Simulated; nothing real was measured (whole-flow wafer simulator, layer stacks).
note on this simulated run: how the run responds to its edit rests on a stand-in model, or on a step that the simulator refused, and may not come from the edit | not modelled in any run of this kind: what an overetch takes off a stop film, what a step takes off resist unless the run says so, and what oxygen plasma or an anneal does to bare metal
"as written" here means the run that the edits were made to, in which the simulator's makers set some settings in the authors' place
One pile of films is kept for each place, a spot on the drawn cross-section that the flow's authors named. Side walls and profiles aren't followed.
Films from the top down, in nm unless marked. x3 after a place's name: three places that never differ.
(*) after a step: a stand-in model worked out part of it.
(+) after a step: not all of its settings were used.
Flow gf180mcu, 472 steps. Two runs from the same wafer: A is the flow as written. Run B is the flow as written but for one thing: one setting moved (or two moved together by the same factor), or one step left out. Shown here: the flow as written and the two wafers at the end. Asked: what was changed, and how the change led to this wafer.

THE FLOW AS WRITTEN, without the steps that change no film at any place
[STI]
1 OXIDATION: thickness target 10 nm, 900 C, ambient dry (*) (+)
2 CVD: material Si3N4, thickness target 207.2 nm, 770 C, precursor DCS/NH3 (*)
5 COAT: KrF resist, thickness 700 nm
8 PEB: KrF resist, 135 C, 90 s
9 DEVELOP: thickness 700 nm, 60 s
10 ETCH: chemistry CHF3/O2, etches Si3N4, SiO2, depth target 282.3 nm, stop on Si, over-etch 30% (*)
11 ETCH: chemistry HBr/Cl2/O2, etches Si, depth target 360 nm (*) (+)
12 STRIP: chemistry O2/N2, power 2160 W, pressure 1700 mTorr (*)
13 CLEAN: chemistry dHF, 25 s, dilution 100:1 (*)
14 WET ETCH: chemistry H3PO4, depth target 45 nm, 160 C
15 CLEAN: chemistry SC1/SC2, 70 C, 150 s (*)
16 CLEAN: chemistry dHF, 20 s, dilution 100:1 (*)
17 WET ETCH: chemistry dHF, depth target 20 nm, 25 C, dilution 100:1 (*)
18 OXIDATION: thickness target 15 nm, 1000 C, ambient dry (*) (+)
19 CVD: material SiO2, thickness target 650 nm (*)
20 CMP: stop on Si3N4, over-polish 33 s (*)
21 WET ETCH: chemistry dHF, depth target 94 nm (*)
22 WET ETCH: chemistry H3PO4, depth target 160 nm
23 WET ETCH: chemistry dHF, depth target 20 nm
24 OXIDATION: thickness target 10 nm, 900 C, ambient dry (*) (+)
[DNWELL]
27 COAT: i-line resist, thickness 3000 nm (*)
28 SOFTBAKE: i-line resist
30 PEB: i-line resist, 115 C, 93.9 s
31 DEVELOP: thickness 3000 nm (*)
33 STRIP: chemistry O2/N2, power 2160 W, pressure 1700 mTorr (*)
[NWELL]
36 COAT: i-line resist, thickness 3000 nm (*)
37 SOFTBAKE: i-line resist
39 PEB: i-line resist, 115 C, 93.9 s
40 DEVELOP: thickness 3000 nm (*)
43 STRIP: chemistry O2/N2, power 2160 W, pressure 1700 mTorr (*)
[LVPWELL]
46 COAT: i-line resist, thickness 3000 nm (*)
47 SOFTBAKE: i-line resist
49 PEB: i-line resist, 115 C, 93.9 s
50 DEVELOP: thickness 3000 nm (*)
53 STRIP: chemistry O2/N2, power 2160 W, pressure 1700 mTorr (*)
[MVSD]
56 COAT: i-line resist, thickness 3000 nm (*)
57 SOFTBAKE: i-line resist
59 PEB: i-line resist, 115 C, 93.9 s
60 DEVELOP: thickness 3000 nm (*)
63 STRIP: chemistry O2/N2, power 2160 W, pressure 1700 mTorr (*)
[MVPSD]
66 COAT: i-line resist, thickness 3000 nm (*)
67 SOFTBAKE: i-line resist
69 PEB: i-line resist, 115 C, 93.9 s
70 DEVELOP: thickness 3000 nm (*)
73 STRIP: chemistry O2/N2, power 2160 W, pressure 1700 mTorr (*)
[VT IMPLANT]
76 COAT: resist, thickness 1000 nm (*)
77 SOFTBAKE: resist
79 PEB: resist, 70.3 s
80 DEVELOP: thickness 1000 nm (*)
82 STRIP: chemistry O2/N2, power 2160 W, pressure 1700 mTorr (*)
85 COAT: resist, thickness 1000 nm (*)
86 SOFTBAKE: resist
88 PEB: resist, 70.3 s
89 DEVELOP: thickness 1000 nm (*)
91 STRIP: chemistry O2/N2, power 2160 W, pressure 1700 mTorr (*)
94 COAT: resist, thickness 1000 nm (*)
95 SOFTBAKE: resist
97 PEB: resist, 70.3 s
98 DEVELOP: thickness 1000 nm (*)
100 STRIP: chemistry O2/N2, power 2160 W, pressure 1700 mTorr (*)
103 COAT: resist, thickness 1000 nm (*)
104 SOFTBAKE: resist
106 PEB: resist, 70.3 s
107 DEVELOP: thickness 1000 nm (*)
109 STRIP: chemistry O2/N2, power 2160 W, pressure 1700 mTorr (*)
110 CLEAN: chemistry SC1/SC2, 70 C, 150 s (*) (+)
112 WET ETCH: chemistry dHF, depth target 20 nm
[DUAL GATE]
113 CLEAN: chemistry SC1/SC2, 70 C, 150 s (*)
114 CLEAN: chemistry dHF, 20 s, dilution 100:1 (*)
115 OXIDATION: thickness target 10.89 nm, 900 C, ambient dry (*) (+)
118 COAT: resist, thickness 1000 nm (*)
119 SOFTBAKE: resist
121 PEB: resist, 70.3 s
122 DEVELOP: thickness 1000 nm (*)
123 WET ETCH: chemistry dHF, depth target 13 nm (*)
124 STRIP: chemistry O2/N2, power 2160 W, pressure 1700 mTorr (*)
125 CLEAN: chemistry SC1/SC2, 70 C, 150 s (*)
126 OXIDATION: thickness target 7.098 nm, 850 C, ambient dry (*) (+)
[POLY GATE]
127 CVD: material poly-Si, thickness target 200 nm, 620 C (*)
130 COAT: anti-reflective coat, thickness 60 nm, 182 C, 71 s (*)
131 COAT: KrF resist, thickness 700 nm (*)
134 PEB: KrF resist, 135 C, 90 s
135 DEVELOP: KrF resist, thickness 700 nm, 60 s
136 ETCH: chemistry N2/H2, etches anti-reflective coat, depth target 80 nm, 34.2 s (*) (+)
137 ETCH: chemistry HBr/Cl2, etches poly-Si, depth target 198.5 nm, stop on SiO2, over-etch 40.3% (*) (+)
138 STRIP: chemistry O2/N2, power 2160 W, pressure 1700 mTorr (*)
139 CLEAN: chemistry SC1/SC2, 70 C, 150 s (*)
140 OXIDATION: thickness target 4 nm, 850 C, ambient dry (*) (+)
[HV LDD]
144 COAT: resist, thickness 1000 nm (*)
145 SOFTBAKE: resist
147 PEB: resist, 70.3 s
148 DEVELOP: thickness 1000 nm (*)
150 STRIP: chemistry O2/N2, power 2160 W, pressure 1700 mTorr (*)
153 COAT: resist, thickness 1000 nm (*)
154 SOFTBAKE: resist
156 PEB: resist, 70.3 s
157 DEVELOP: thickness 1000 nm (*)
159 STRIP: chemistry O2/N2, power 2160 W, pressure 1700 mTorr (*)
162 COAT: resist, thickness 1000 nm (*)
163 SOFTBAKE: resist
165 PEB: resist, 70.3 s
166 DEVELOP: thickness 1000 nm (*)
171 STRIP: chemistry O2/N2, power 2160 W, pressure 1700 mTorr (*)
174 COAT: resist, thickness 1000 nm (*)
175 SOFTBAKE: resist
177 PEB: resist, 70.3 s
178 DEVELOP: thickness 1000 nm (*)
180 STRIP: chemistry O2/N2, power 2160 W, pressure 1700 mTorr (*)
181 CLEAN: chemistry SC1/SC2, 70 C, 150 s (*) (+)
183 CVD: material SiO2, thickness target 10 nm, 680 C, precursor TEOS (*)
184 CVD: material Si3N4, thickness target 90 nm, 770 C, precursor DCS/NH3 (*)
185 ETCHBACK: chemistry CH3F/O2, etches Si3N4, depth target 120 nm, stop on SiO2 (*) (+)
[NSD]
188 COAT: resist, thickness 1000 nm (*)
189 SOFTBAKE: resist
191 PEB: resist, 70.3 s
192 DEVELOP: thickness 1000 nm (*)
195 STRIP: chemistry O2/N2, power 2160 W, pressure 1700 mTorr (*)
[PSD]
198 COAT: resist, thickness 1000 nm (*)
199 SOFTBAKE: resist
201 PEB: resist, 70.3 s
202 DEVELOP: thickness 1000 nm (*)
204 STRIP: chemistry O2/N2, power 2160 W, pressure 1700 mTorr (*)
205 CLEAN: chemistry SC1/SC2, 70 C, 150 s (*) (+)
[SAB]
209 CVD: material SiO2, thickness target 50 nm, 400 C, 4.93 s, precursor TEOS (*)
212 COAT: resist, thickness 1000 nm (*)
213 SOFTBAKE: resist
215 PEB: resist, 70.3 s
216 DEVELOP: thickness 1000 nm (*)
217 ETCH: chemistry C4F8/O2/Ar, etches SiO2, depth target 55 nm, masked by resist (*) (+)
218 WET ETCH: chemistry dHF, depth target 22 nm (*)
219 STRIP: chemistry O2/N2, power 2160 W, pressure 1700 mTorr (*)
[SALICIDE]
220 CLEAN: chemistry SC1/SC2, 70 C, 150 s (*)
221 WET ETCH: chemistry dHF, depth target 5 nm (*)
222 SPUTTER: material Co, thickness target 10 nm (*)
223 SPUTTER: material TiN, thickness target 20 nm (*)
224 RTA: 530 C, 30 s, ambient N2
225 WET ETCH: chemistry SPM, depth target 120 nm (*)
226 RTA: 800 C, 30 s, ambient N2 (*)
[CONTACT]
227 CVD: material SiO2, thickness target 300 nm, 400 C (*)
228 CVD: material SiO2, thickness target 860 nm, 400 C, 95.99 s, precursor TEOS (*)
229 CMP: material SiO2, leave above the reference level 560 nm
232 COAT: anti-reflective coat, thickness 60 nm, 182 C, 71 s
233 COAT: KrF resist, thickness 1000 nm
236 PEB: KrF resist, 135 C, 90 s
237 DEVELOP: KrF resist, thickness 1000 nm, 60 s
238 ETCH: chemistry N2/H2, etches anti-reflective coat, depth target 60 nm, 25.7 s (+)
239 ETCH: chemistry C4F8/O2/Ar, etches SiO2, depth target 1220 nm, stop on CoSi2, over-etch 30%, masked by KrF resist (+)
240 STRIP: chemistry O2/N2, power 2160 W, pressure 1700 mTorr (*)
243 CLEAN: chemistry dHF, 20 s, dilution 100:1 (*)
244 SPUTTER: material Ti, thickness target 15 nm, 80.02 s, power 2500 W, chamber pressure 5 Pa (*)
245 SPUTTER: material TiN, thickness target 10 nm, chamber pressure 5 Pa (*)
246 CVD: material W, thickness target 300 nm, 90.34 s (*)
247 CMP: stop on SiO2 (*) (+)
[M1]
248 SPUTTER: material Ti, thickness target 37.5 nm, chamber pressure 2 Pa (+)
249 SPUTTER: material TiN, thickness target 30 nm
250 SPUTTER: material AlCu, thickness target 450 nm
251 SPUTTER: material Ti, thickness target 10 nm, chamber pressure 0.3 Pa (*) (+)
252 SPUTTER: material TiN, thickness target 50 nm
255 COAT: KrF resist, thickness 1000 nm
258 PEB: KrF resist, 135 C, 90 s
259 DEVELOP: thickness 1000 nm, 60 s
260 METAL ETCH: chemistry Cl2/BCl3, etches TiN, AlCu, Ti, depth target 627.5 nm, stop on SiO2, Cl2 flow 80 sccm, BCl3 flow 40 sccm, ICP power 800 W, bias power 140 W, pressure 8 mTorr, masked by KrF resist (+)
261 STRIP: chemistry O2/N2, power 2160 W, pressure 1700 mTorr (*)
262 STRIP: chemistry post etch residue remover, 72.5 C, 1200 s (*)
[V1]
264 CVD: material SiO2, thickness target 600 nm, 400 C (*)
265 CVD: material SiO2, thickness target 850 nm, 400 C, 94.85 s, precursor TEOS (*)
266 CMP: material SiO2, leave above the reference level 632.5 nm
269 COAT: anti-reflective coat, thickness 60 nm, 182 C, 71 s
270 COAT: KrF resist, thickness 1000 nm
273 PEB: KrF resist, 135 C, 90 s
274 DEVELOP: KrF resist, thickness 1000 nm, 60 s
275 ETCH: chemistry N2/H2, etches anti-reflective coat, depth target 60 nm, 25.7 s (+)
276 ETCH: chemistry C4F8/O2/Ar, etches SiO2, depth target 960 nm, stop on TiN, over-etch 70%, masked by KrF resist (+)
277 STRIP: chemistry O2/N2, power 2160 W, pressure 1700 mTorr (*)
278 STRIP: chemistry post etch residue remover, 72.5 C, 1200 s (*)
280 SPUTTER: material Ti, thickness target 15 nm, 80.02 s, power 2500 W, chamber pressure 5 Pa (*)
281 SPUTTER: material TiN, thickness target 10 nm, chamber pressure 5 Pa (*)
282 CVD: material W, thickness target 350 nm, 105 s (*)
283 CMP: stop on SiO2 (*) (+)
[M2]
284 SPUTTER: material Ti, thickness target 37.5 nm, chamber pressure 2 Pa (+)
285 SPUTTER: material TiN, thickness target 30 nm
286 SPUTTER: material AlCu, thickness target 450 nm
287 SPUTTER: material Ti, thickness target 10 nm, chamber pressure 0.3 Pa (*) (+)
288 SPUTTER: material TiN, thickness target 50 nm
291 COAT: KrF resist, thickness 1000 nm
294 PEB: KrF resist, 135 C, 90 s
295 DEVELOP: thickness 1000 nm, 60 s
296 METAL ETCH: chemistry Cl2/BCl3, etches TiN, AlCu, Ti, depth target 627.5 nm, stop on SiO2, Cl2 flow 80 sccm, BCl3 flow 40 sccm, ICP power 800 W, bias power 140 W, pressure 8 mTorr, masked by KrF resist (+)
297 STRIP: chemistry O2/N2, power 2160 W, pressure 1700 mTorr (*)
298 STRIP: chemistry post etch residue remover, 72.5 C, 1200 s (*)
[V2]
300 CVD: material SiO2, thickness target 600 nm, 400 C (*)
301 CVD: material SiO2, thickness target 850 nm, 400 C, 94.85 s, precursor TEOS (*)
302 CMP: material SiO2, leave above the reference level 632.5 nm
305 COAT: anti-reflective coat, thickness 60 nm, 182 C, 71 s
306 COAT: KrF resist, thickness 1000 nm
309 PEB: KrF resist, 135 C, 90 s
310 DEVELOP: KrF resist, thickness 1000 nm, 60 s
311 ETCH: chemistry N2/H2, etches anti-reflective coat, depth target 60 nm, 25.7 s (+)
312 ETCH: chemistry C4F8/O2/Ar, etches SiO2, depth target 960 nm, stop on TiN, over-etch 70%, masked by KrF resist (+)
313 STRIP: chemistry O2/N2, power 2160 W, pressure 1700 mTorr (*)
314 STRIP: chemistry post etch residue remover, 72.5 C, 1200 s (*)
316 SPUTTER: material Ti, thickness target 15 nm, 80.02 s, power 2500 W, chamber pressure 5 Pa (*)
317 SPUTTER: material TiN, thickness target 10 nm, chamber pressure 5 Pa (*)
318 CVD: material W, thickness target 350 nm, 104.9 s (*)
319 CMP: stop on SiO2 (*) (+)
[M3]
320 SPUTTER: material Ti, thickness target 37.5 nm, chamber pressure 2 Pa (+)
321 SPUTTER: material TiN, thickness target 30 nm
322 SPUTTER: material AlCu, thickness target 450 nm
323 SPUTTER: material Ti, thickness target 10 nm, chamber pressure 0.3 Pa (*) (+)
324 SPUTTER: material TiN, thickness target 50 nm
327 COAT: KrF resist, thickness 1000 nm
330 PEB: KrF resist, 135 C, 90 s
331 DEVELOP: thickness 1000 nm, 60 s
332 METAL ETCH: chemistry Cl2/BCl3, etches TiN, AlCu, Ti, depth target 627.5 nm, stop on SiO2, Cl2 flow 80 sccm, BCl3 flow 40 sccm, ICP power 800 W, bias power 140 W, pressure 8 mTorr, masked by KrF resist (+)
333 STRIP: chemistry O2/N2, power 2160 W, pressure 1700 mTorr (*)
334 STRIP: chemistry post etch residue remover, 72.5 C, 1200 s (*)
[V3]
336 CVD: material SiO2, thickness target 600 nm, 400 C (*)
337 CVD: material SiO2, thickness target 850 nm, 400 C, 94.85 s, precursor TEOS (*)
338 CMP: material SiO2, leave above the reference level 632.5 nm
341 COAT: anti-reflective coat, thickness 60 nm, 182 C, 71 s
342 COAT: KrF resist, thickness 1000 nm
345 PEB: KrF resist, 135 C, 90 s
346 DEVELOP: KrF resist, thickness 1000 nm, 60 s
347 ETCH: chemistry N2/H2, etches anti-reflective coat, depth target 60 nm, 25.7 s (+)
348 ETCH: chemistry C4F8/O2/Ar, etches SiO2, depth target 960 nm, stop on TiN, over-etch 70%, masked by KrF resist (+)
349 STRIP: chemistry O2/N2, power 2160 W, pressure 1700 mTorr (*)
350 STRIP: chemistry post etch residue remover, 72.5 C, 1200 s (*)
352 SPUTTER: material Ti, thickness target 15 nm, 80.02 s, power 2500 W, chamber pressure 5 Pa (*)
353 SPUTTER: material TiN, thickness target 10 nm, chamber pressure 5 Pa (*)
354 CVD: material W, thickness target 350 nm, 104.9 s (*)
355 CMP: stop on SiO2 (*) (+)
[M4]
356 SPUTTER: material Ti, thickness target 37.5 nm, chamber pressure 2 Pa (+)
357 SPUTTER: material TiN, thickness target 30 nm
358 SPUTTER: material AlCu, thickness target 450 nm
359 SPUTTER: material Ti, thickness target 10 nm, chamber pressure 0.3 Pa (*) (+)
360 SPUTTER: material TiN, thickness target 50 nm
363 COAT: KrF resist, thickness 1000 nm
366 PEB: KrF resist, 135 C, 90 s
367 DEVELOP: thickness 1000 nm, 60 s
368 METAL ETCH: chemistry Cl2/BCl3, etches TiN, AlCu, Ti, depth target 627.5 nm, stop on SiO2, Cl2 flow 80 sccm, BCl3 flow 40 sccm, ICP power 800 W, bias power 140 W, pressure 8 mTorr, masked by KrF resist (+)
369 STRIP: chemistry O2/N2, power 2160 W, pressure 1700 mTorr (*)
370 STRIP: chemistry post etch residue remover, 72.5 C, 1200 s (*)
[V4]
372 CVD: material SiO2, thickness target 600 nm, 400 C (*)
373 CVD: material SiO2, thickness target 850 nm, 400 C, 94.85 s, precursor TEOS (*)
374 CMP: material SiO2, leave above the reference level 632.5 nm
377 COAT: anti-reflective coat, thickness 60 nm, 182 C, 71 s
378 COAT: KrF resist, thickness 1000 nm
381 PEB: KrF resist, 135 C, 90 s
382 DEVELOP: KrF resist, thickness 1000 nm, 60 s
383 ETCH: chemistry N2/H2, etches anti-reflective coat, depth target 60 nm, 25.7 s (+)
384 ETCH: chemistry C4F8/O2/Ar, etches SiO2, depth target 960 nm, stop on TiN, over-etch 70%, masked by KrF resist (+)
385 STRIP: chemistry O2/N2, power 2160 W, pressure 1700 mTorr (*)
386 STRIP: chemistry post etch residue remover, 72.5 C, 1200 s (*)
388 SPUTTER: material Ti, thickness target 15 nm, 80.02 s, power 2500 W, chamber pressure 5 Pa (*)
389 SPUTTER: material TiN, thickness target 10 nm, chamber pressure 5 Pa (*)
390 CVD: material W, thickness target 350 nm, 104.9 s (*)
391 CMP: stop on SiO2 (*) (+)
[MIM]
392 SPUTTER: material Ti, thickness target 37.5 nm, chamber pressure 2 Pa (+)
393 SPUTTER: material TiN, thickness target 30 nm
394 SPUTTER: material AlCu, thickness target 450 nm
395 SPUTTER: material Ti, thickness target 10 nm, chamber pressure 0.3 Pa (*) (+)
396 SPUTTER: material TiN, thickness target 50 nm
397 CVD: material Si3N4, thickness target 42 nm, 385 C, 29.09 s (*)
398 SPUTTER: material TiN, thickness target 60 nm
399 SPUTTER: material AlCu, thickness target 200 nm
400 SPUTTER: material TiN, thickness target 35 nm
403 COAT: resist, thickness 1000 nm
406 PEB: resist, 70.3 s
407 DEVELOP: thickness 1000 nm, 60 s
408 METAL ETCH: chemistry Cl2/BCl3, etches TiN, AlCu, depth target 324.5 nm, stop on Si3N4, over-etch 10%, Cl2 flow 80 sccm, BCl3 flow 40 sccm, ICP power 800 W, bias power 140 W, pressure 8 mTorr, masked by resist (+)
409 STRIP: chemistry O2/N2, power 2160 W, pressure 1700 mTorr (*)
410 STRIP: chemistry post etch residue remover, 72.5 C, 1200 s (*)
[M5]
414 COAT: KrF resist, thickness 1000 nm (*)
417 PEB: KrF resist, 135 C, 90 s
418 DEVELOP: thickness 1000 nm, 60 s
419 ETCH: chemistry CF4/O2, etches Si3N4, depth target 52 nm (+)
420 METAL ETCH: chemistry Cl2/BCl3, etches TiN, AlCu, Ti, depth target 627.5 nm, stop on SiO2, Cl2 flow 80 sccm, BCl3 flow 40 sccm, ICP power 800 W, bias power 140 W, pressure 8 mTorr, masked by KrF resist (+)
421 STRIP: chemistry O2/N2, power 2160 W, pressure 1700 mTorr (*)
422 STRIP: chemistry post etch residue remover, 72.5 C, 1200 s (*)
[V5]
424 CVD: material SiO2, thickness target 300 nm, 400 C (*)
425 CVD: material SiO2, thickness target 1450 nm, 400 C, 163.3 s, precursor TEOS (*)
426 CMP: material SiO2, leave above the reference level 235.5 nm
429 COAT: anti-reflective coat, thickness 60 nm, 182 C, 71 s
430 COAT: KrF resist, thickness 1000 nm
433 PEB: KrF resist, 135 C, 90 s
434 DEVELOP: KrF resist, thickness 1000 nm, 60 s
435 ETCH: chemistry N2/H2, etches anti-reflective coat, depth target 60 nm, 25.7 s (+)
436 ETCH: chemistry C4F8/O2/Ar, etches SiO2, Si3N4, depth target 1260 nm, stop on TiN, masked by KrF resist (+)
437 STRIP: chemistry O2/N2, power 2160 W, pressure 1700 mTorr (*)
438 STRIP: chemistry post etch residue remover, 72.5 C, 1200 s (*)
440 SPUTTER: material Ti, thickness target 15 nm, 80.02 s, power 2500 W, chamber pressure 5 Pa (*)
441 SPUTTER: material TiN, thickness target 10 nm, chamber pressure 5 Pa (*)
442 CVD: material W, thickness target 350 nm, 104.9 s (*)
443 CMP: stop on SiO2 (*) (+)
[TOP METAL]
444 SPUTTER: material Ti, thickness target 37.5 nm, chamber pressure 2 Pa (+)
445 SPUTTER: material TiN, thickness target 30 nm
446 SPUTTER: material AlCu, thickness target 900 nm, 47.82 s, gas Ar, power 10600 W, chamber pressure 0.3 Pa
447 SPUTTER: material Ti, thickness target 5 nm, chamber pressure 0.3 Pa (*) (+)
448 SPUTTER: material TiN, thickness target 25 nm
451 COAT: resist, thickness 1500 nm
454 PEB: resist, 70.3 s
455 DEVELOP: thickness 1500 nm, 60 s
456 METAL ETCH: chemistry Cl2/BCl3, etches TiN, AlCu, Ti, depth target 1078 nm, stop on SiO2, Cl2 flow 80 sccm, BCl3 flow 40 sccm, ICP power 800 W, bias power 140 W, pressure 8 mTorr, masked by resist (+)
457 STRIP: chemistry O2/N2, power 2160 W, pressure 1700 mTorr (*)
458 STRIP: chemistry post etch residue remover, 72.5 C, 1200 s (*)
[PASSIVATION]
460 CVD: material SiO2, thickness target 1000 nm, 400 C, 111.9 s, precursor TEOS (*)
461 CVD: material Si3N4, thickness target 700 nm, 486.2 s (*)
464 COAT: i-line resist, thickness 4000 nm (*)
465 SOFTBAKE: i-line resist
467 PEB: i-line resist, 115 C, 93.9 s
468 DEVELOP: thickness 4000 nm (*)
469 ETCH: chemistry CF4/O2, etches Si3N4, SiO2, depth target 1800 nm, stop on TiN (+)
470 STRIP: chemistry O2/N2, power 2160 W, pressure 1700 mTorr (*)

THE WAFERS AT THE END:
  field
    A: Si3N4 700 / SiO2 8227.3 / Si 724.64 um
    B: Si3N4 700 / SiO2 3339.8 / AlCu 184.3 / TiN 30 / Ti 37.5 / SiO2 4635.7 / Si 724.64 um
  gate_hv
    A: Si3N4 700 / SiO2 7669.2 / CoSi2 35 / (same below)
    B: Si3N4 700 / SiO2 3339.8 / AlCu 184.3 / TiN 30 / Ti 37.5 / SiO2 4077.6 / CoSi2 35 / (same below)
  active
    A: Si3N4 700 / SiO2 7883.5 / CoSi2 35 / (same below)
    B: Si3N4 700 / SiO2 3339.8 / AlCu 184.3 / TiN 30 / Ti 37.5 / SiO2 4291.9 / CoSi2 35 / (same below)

The cause: step 368, METAL ETCH: depth target 320 nm was run, where the flow has depth target 627.5 nm.

How the change led to this, step by step:
  368 METAL ETCH: chemistry Cl2/BCl3, etches TiN, AlCu, Ti, depth target 627.5 nm, stop on SiO2, Cl2 flow 80 sccm, BCl3 flow 40 sccm, ICP power 800 W, bias power 140 W, pressure 8 mTorr, masked by KrF resist (+)
      field, field__w1, field__w2 and 103 more: A TiN -50 (all of it), Ti -10 (all of it), AlCu -450 (all of it), TiN -30 (all of it), Ti -37.5 (all of it) | B TiN -50 (all of it), Ti -10 (all of it), AlCu -260
      field__w8, contact, m1, m1__w1, m1_nw: A KrF resist -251 | B KrF resist -128
  369 STRIP: chemistry O2/N2, power 2160 W, pressure 1700 mTorr (*)
      field__w8, contact, m1, m1__w1, m1_nw: A KrF resist -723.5 (all of it) | B KrF resist -846.5 (all of it)
  370 STRIP: chemistry post etch residue remover, 72.5 C, 1200 s (*)
      field, field__w1, field__w2 and 103 more: A nothing | B AlCu -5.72
  372 CVD: material SiO2, thickness target 600 nm, 400 C (*)
      field, field__w1, field__w2 and 103 more: A SiO2 +600 | B SiO2 +600 (new film)
  374 CMP: material SiO2, leave above the reference level 632.5 nm
      field, field__w1, field__w2 and 103 more: A SiO2 -300 | B SiO2 -551.8
Counting metal films that touch as one body, field has 1 body; the flow as written gives 0 bodies.
Counting metal films that touch as one body, gate_hv has 2 bodies (between them, from the top down: SiO2 4077.6); the flow as written gives 1 body.
Counting metal films that touch as one body, active has 2 bodies (between them, from the top down: SiO2 4291.9); the flow as written gives 1 body.
